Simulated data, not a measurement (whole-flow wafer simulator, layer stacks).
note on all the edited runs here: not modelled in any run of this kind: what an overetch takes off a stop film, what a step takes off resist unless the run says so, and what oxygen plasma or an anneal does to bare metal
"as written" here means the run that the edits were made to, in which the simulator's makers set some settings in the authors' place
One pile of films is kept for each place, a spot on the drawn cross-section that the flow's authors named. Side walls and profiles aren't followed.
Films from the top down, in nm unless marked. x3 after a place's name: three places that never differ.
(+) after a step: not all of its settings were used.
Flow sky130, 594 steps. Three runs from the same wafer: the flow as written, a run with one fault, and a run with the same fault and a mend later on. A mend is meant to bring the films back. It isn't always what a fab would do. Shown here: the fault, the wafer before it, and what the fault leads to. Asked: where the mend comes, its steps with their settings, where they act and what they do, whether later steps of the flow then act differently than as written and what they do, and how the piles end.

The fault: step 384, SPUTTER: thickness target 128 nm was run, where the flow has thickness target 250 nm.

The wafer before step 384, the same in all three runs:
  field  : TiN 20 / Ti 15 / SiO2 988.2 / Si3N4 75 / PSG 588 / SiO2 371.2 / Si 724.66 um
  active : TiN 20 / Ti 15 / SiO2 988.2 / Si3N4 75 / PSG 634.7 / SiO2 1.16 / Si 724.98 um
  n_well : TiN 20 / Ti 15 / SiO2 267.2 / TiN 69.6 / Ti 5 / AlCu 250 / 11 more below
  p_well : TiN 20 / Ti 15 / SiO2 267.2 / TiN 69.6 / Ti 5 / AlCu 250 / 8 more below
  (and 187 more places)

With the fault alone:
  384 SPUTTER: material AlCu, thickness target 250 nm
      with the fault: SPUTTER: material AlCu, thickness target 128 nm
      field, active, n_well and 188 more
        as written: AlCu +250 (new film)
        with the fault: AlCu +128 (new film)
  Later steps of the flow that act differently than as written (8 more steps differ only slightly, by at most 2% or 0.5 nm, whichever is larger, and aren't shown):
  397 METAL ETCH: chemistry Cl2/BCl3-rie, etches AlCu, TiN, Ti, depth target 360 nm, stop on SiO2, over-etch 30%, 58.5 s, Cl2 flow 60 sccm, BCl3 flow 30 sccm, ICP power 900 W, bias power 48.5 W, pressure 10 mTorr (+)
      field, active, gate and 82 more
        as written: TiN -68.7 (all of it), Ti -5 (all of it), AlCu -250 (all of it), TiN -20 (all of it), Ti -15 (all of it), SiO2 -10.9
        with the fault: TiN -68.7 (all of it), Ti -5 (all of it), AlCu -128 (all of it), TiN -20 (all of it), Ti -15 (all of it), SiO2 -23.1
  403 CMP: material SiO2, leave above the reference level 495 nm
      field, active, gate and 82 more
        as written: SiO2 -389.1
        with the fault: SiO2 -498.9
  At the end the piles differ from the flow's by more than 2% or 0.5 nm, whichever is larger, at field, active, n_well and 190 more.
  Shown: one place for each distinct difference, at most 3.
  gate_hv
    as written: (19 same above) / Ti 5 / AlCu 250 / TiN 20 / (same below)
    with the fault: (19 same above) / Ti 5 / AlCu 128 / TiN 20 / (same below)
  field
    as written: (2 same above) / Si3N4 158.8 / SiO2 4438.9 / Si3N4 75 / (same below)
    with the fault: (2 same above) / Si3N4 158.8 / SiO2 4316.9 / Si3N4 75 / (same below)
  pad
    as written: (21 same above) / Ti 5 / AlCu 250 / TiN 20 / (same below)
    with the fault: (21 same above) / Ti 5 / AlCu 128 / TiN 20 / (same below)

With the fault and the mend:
  The mend comes after step 384.
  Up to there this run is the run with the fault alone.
  384a SPUTTER: material AlCu, thickness target 122 nm (the flow's step 384 once more, with other settings)
      field, active, n_well and 188 more
        AlCu +122
  No later step of the flow acts differently than as written at any place that is followed.
  At the end the piles are the same as the flow's at every place that both follow.
